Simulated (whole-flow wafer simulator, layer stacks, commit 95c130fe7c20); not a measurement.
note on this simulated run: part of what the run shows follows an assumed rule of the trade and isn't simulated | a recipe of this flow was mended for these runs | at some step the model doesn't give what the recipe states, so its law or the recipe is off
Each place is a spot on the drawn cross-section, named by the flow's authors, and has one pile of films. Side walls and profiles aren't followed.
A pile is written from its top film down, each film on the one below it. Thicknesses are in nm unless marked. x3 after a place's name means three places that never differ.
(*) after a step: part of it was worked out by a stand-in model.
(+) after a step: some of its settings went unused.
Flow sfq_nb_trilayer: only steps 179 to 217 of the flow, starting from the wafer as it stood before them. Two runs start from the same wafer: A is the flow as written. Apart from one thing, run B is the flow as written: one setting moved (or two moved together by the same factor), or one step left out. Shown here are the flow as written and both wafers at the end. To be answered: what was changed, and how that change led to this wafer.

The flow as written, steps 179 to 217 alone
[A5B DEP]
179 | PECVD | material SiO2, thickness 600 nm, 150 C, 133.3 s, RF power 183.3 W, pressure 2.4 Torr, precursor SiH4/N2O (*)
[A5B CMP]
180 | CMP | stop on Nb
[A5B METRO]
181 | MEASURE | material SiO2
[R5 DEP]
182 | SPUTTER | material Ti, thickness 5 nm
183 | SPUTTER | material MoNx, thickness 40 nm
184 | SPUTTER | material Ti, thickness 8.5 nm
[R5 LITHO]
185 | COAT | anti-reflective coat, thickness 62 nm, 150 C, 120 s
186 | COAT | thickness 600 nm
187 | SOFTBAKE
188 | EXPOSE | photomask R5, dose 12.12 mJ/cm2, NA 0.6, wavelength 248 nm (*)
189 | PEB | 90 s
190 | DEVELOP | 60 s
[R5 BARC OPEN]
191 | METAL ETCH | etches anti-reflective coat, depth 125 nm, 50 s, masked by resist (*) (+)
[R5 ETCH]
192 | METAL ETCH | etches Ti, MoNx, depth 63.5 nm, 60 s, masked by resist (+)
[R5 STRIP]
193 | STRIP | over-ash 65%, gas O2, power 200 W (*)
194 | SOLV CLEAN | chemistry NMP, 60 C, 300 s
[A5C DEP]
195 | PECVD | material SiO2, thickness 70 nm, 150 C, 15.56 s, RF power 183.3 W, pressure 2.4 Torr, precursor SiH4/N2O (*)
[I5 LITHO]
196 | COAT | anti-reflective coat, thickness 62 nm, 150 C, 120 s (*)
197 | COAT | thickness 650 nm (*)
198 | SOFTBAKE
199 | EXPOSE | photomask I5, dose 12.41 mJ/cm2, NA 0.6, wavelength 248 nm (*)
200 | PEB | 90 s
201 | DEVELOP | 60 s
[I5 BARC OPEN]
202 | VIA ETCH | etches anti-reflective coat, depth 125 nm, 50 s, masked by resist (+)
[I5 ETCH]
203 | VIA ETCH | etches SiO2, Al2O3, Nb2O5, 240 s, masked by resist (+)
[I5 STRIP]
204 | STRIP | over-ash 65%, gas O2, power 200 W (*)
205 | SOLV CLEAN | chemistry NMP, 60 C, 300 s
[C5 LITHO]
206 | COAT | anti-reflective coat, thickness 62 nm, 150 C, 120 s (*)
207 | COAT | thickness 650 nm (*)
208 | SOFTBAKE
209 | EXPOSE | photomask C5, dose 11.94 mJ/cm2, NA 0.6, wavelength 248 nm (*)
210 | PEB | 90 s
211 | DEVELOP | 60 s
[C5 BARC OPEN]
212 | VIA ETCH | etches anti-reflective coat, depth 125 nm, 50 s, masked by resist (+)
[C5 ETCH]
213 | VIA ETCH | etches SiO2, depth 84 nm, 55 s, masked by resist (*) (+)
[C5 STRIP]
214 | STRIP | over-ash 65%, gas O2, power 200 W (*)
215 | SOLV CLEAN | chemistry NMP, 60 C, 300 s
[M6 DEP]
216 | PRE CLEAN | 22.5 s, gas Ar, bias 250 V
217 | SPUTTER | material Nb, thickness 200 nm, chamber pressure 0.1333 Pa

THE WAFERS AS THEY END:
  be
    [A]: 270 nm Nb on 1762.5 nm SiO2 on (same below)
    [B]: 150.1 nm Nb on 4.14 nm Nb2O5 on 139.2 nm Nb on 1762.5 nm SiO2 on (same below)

What caused this: step 203, VIA ETCH: 166 s was run, while the flow as written has 240 s.

The path from the change to this, step by step:
  203 | VIA ETCH | etches SiO2, Al2O3, Nb2O5, 240 s, masked by resist (+)
      be: A SiO2 loses 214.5 (all of it), Al2O3 loses 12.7 (all of it), Nb2O5 loses 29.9 (all of it), Nb loses 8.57 | B SiO2 loses 214.5 (all of it), Al2O3 loses 12.7 (all of it), Nb2O5 loses 21.8
      field_l, v_sur, via_wl and 102 more: A KrF-resist-other-grade loses 240 | B KrF-resist-other-grade loses 166
  204 | STRIP | over-ash 65%, gas O2, power 200 W (*)
      p4_fl x5, p4_w1 x9, p3_s0 x9, l0r_line_l x3, l0r_space_c x19, m0r_space_l x2: A KrF-resist-other-grade loses 315.7 (all of it), anti-reflective coat loses 62 (all of it) | B KrF-resist-other-grade loses 389.7 (all of it), anti-reflective coat loses 62 (all of it)
      wl_b_sl, wl_b_m5, wl_b_sr and 14 more: A KrF-resist-other-grade loses 315.6 (all of it), anti-reflective coat loses 62 (all of it) | B KrF-resist-other-grade loses 389.6 (all of it), anti-reflective coat loses 62 (all of it)
      (as well as at 41 more places)
  206 | COAT | anti-reflective coat, thickness 62 nm, 150 C, 120 s (*)
      be: A anti-reflective coat gains 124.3 (new film) | B anti-reflective coat gains 121.8 (new film)
  214 | STRIP | over-ash 65%, gas O2, power 200 W (*)
      be: A KrF-resist-other-grade loses 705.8 (all of it), anti-reflective coat loses 124.3 (all of it) | B KrF-resist-other-grade loses 693.7 (all of it), anti-reflective coat loses 121.8 (all of it)
  216 | PRE CLEAN | 22.5 s, gas Ar, bias 250 V
      be: A Nb loses 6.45 | B Nb2O5 loses 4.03
  217 | SPUTTER | material Nb, thickness 200 nm, chamber pressure 0.1333 Pa
      be: A Nb gains 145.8 | B Nb gains 150.1 (new film)
With metal films that touch counted as one body, be has 3 bodies (between them, from the top down: Nb2O5 4.14; SiO2 1762.5); the flow as written gives 2 bodies (between them, from the top down: SiO2 1762.5).
